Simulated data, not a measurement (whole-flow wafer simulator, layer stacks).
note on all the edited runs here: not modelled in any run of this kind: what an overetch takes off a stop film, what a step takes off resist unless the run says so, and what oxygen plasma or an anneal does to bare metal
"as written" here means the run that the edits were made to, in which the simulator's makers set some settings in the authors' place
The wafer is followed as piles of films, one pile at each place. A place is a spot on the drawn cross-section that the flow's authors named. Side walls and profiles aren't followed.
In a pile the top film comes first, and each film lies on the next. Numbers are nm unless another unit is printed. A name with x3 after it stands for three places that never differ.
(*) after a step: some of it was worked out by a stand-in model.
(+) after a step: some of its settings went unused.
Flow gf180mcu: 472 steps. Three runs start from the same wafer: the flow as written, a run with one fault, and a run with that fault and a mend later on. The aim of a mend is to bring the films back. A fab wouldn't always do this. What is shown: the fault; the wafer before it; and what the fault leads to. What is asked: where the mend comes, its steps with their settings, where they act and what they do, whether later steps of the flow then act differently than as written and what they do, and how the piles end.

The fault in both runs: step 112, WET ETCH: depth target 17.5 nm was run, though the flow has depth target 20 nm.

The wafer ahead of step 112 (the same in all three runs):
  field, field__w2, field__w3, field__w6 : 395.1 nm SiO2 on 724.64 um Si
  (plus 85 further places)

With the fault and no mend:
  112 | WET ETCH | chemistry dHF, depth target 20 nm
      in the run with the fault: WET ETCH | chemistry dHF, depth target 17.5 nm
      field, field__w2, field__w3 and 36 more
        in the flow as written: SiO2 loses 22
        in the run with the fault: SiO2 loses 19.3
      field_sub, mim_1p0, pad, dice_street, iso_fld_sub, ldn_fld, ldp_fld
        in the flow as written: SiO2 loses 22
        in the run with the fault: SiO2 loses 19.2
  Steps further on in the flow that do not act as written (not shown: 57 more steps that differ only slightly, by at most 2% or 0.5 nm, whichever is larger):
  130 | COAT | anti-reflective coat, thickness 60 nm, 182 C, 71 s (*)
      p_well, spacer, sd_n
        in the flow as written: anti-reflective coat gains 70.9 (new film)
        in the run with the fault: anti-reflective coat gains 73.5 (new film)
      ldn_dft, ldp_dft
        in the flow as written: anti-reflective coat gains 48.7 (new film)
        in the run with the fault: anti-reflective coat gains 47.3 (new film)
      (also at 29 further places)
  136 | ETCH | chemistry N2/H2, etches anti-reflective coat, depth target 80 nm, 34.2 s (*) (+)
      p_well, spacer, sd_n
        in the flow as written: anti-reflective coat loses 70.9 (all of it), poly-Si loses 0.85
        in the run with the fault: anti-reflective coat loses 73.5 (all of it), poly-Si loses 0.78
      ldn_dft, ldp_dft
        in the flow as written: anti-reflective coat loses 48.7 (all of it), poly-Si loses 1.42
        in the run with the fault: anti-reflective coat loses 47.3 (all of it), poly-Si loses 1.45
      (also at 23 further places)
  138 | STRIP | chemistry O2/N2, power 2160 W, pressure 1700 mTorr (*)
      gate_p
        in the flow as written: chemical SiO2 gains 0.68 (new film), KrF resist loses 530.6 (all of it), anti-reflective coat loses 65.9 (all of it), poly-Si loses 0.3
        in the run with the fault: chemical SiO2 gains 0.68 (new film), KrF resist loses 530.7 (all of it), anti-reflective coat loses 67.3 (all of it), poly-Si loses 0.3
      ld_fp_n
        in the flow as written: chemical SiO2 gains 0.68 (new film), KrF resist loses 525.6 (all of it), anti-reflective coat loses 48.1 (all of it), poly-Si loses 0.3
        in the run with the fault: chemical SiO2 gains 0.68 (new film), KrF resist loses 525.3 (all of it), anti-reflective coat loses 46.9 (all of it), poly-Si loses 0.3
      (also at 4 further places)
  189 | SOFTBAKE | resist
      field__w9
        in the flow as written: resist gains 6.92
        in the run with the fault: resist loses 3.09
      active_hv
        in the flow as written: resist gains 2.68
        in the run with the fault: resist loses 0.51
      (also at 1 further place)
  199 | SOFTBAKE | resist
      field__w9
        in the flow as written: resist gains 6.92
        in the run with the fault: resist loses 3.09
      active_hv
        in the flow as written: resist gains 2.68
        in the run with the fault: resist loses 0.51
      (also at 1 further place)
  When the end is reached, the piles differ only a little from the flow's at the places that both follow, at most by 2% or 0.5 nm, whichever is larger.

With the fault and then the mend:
  The mend follows step 112.
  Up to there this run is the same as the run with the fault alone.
  112a | WET ETCH | chemistry dHF, depth target 2.5 nm (the flow's step 112, run once more with other settings)
      field, field__w2, field__w3 and 43 more
        SiO2 loses 2.5
  Later steps of the flow that are run all act as written at every place that is followed, up to a difference of at most 2% or 0.5 nm, whichever is larger.
  When the end is reached, the piles differ only a little from the flow's at the places that both follow, at most by 2% or 0.5 nm, whichever is larger.
